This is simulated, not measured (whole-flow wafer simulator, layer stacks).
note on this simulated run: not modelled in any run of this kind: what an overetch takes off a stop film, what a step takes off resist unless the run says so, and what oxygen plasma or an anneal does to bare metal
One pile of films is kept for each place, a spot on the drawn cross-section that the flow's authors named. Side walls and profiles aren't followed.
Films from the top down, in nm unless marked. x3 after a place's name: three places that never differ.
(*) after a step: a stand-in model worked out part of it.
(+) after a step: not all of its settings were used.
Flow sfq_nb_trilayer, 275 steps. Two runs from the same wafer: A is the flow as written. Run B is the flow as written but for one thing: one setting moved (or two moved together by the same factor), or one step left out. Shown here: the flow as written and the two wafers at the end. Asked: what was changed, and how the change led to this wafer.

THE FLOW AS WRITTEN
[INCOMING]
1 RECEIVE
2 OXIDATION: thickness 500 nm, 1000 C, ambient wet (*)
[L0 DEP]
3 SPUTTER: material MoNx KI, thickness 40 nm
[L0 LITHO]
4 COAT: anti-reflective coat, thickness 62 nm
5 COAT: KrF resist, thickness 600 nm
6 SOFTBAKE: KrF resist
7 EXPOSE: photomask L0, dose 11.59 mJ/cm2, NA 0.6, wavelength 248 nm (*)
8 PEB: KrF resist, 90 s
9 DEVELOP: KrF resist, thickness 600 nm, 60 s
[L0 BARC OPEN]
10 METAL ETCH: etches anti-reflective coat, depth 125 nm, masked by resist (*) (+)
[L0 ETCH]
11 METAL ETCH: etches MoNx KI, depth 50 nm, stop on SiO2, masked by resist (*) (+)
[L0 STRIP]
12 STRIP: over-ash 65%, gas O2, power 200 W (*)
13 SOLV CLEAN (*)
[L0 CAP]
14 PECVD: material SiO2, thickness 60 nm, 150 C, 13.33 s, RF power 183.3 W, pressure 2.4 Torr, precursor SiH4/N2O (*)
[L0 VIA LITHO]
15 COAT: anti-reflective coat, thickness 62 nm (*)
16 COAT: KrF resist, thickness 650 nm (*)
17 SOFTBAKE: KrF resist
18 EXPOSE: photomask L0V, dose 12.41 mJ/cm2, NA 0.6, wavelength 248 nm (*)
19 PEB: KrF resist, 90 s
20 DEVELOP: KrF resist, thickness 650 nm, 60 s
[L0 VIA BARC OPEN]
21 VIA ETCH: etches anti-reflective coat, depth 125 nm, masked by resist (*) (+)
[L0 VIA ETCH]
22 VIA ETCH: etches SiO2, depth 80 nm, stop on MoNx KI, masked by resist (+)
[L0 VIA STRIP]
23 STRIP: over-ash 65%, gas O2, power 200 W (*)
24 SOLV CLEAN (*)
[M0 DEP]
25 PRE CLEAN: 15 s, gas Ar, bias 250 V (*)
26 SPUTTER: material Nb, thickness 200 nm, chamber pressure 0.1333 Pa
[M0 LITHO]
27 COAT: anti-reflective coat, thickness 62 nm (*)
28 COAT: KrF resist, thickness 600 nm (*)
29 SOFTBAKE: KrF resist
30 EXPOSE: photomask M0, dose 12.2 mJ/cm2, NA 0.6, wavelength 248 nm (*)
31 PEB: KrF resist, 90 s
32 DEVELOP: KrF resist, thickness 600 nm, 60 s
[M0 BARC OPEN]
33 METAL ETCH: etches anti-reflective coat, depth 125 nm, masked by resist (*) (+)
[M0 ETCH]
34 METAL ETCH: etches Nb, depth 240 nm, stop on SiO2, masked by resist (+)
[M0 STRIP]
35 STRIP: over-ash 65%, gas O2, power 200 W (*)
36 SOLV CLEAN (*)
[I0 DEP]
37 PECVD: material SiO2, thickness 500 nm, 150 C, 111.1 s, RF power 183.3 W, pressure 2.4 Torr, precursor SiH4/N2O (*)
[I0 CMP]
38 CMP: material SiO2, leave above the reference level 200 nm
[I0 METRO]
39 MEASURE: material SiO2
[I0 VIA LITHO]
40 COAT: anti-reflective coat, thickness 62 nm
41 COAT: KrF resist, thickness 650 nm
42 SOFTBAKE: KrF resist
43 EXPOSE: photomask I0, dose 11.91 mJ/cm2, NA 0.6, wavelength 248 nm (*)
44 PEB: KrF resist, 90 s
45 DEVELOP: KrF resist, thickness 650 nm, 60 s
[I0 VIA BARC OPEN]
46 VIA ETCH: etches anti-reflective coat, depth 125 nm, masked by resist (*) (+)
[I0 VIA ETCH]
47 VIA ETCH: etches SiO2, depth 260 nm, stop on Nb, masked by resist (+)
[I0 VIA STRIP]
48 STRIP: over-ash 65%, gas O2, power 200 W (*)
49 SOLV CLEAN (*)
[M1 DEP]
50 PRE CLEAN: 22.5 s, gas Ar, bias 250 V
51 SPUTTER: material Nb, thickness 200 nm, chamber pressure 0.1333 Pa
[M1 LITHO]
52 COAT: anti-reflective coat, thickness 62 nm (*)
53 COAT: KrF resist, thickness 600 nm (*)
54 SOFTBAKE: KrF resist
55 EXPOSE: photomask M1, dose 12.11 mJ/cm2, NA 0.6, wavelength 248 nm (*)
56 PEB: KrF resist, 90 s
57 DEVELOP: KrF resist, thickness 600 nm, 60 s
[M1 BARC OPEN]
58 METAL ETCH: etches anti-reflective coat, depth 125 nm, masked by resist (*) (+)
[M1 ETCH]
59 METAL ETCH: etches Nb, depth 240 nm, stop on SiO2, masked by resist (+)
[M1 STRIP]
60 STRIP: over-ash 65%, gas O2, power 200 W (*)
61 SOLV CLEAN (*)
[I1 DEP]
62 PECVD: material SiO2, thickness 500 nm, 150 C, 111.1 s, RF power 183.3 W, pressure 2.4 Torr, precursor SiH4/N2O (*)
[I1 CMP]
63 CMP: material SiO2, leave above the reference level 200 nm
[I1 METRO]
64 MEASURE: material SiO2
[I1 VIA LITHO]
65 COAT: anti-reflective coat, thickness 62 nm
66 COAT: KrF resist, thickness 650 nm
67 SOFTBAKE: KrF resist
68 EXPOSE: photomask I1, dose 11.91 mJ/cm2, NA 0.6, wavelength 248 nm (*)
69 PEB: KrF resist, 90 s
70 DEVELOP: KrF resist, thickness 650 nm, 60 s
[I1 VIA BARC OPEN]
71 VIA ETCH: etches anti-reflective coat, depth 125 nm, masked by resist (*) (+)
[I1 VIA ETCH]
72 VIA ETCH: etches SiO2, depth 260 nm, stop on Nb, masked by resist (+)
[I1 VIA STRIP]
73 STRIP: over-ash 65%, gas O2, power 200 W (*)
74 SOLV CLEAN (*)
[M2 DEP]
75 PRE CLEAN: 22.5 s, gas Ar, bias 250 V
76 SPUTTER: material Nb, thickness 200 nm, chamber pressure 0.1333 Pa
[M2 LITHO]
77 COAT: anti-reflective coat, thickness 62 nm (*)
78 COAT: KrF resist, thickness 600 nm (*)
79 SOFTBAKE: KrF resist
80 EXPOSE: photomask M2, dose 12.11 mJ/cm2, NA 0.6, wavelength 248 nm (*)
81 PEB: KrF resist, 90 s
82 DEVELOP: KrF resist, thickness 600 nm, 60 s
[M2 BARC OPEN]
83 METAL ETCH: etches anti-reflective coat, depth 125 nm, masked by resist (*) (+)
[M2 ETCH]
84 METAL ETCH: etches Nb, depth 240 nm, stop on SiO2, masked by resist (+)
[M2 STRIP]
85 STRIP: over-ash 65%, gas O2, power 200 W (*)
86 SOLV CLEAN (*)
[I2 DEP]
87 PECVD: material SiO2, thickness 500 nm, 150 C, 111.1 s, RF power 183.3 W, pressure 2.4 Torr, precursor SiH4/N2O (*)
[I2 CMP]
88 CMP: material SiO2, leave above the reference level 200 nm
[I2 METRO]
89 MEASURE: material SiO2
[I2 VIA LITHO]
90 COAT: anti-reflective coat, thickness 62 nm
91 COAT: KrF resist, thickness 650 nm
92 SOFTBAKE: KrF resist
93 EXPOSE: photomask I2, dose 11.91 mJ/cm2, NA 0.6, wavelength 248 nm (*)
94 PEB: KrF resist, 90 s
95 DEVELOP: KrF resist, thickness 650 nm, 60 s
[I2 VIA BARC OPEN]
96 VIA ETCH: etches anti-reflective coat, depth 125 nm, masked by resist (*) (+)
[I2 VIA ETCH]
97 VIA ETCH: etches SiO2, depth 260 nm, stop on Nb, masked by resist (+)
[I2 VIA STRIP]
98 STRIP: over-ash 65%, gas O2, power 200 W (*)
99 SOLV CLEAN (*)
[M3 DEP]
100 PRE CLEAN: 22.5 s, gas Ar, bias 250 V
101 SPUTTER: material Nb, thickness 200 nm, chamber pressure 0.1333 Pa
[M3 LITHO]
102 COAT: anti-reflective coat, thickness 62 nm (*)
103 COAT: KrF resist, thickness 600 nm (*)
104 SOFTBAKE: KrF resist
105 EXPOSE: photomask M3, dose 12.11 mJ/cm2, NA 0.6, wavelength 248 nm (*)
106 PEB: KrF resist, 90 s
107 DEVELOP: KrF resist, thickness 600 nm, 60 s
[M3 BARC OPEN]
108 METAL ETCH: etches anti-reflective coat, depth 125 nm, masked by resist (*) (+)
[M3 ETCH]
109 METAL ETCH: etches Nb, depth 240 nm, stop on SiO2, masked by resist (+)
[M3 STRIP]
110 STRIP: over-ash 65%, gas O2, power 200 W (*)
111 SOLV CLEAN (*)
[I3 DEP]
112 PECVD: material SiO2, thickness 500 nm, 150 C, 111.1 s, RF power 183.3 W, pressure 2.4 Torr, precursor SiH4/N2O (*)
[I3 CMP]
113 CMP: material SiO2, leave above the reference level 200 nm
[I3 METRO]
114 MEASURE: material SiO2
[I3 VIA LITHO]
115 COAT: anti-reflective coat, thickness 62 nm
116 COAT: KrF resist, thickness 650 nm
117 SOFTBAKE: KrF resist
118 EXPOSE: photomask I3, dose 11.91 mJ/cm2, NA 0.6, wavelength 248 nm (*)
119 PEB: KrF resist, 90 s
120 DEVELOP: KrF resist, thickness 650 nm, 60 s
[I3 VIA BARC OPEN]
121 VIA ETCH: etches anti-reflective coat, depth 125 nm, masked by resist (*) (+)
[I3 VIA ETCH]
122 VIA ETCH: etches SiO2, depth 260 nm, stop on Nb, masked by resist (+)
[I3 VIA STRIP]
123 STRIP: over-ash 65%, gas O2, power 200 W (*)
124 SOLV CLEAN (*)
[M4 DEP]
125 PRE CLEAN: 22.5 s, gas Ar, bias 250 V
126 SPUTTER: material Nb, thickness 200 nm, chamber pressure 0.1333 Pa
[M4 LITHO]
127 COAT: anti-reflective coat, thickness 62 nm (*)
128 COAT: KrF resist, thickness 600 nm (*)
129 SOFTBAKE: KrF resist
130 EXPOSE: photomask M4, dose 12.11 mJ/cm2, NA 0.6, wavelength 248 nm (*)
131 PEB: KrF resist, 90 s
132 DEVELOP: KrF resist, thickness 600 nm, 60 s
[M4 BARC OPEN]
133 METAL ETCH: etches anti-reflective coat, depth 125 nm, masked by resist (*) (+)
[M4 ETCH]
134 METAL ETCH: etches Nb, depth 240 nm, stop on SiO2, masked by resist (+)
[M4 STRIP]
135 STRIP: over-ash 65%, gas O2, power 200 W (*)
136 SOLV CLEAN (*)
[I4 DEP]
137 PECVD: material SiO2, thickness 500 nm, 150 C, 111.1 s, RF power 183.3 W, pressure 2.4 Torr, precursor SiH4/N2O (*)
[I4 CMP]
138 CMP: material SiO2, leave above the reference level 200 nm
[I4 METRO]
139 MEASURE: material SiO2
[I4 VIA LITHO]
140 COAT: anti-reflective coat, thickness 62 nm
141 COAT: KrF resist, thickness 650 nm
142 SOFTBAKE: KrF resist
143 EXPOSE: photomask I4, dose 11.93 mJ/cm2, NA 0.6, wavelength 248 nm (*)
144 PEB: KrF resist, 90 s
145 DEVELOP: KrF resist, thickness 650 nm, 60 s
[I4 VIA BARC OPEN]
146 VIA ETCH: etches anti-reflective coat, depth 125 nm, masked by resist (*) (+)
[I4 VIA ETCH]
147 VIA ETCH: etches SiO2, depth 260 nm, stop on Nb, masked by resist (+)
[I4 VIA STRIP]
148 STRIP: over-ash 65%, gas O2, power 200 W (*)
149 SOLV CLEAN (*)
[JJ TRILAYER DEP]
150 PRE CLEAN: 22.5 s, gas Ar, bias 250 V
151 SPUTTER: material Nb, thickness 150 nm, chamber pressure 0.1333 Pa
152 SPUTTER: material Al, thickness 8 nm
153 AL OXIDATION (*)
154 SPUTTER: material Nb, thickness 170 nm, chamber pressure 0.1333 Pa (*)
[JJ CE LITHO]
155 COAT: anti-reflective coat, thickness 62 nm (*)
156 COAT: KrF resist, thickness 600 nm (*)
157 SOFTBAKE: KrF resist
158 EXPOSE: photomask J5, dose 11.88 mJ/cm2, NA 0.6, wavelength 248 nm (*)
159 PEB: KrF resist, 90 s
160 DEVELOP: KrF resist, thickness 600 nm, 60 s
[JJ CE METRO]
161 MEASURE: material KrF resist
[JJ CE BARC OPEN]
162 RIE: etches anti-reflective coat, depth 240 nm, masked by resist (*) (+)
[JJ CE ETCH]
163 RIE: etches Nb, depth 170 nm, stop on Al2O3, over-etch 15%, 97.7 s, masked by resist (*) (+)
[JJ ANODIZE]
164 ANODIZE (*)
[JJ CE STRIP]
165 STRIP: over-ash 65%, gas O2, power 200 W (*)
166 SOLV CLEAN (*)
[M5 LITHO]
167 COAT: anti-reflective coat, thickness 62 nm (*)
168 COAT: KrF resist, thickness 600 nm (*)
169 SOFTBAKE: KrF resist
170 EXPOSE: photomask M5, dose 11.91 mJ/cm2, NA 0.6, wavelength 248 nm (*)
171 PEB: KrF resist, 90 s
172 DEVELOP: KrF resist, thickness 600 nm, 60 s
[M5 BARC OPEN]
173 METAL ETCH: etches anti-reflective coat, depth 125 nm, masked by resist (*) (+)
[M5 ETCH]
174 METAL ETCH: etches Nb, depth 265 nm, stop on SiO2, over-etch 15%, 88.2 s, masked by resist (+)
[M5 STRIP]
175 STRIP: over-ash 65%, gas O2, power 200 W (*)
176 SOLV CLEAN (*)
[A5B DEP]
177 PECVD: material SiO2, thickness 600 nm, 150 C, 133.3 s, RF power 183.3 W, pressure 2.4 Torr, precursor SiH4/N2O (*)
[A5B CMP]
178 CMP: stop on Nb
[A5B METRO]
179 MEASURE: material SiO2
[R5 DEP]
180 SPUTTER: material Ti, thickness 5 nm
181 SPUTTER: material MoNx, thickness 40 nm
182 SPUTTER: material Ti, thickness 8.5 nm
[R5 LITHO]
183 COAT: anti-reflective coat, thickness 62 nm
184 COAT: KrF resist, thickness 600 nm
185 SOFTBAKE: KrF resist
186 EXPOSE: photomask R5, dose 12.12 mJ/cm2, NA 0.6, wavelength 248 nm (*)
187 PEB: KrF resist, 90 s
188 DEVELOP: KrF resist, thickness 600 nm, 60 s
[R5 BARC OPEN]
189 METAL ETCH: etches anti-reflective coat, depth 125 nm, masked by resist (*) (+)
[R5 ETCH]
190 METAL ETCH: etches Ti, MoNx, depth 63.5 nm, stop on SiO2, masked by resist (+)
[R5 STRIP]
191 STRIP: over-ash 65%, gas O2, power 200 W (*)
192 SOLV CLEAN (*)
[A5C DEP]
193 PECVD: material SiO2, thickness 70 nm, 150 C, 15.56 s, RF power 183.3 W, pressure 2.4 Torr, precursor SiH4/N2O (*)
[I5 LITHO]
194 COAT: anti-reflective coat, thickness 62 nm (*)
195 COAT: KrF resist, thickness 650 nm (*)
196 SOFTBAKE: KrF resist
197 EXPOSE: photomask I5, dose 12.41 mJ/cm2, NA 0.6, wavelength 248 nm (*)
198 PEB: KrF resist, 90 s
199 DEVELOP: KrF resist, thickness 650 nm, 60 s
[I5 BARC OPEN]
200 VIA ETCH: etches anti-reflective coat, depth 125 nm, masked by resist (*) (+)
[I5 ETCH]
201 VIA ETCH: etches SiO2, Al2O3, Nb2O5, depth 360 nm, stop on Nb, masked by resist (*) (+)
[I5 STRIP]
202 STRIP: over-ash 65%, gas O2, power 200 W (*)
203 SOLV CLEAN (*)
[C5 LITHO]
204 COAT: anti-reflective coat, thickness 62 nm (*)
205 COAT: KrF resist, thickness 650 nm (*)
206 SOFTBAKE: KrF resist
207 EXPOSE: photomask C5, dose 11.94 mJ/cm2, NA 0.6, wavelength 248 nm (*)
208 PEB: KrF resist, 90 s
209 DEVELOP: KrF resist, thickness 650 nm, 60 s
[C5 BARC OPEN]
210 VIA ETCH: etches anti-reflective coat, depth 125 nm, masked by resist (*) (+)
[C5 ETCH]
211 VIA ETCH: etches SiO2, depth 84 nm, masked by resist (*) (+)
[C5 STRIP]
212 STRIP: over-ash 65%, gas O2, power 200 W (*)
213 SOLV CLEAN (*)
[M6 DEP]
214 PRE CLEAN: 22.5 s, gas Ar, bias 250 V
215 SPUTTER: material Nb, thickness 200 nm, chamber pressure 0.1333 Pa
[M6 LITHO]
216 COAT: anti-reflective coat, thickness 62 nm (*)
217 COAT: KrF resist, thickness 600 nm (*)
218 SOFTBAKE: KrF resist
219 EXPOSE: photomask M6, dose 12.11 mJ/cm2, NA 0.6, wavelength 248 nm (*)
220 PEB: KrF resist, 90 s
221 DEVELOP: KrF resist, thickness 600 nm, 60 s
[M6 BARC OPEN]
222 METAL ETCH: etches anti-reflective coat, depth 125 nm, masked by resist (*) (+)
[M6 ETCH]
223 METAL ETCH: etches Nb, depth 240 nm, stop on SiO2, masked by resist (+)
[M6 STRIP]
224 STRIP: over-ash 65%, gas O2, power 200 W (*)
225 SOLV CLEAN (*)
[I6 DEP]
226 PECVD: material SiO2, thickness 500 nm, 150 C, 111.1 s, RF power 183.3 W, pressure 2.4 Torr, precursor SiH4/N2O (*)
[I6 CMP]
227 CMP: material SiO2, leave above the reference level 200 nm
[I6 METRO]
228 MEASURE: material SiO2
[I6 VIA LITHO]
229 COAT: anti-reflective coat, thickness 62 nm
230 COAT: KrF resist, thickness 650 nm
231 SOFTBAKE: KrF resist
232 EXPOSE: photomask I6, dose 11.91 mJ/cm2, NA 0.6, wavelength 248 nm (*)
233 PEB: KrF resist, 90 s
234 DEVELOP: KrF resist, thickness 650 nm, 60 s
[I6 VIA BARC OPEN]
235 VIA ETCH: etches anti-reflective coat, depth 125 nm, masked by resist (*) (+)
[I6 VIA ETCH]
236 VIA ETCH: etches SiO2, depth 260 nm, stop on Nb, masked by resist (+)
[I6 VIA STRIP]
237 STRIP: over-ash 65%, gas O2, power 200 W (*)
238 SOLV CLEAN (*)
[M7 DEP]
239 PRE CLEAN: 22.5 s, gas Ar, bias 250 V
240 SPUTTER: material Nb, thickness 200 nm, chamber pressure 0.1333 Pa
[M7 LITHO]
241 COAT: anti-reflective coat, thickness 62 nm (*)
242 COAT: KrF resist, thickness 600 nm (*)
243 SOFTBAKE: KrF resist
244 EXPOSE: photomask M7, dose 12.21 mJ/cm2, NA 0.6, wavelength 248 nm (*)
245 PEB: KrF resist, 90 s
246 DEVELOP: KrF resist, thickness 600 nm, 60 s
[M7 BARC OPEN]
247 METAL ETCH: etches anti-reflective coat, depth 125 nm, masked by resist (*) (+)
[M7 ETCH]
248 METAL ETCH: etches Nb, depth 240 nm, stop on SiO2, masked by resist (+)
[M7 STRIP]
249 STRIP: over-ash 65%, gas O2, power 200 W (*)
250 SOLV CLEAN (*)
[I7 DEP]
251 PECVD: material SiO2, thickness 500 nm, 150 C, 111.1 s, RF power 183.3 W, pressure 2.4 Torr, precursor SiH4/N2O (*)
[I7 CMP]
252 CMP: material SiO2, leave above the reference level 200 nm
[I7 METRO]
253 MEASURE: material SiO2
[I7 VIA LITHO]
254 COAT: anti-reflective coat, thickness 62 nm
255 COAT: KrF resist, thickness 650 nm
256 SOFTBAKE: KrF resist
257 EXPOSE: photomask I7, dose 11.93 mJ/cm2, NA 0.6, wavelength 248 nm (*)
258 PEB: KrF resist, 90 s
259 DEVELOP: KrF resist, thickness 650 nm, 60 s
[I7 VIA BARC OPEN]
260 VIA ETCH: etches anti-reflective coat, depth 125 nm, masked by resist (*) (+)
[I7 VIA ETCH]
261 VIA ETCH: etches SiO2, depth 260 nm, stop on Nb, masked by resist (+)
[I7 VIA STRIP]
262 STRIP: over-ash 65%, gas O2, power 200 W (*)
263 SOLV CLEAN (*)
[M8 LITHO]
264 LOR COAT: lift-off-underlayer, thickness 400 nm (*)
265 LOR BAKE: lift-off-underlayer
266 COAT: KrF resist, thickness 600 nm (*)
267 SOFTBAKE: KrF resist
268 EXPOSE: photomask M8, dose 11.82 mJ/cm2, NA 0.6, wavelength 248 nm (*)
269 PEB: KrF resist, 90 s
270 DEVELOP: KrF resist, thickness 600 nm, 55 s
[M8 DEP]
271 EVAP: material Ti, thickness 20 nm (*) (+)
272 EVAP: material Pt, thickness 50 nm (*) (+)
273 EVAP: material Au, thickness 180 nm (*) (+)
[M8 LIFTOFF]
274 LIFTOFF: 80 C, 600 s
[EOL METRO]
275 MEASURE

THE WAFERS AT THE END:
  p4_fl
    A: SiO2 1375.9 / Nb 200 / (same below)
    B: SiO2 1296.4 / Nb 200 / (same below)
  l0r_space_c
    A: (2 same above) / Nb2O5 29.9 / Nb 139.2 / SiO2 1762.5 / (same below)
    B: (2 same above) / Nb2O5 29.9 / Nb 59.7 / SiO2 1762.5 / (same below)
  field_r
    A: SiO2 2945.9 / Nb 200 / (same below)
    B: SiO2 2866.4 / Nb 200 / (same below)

The cause: step 151, SPUTTER: thickness 70.5 nm was run, where the flow has thickness 150 nm.

How the change led to this, step by step:
  151 SPUTTER: material Nb, thickness 150 nm, chamber pressure 0.1333 Pa
      field_l, v_sur, via_sp and 100 more: A Nb +150 (new film) | B Nb +70.5 (new film)
      via_wl, via_wr: A Nb +130.4 | B Nb +50.4
      (and at 1 more place)
  154 SPUTTER: material Nb, thickness 170 nm, chamber pressure 0.1333 Pa (*)
      via_w: A Nb +141 (new film) | B Nb +145.5 (new film)
  155 COAT: anti-reflective coat, thickness 62 nm (*)
      via_wl, via_wr: A anti-reflective coat +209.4 (new film) | B anti-reflective coat +216.9 (new film)
  162 RIE: etches anti-reflective coat, depth 240 nm, masked by resist (*) (+)
      ce_l, c5j, ce_r, wl_jj: A KrF resist -209.4 | B KrF resist -216.9
      via_wl, via_wr: A anti-reflective coat -209.4 (all of it) | B anti-reflective coat -216.9 (all of it)
  163 RIE: etches Nb, depth 170 nm, stop on Al2O3, over-etch 15%, 97.7 s, masked by resist (*) (+)
      via_w: A Nb -141 (all of it), Al2O3 -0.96 (all of it) | B Nb -145.5 (all of it), Al2O3 -0.96 (all of it)
  164 ANODIZE (*)
      via_wl, via_wr: A Al2O3 +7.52 (new film), Nb2O5 +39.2 (new film), Al -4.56 (all of it), Nb -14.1 | B Al2O3 +8.34 (new film), Nb2O5 +37.7 (new film), Al -5.06 (all of it), Nb -13.6
      via_w: A Al2O3 +10.8 (new film), Nb2O5 +33.3 (new film), Al -6.54 (all of it), Nb -12 | B Al2O3 +11.2 (new film), Nb2O5 +32.6 (new film), Al -6.79 (all of it), Nb -11.7
  165 STRIP: over-ash 65%, gas O2, power 200 W (*)
      c5j, ce_r: A KrF resist -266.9 (all of it), anti-reflective coat -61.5 (all of it) | B KrF resist -259.4 (all of it), anti-reflective coat -61.5 (all of it)
      ce_l: A KrF resist -266.8 (all of it), anti-reflective coat -61.4 (all of it) | B KrF resist -259.3 (all of it), anti-reflective coat -61.5 (all of it)
      (and at 1 more place)
  167 COAT: anti-reflective coat, thickness 62 nm (*)
      via_w: A anti-reflective coat +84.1 (new film) | B anti-reflective coat +78.6 (new film)
      ce_l: A anti-reflective coat +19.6 (new film) | B anti-reflective coat +18.9 (new film)
      (and at 1 more place)
  174 METAL ETCH: etches Nb, depth 265 nm, stop on SiO2, over-etch 15%, 88.2 s, masked by resist (+)
      field_l, r_sur, res and 50 more: A Al2O3 -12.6 (all of it), Nb2O5 -29.9 (all of it), Nb -139.2 (all of it), SiO2 -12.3 | B Al2O3 -12.6 (all of it), Nb2O5 -29.9 (all of it), Nb -59.7 (all of it), SiO2 -20.2
  175 STRIP: over-ash 65%, gas O2, power 200 W (*)
      via_w: A KrF resist -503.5 (all of it), anti-reflective coat -84.1 (all of it) | B KrF resist -496.4 (all of it), anti-reflective coat -78.6 (all of it)
      ce_l: A KrF resist -299.6 (all of it), anti-reflective coat -19.6 (all of it) | B KrF resist -300.4 (all of it), anti-reflective coat -18.9 (all of it)
      (and at 1 more place)
  178 CMP: stop on Nb
      field_l, p4_fl, p4_fm and 39 more: A SiO2 -259.3 | B SiO2 -330.9
      r_sur, res, r_end, moat, field_r, lsp_l: A SiO2 -252.3 | B SiO2 -330.9
      (and at 8 more places)
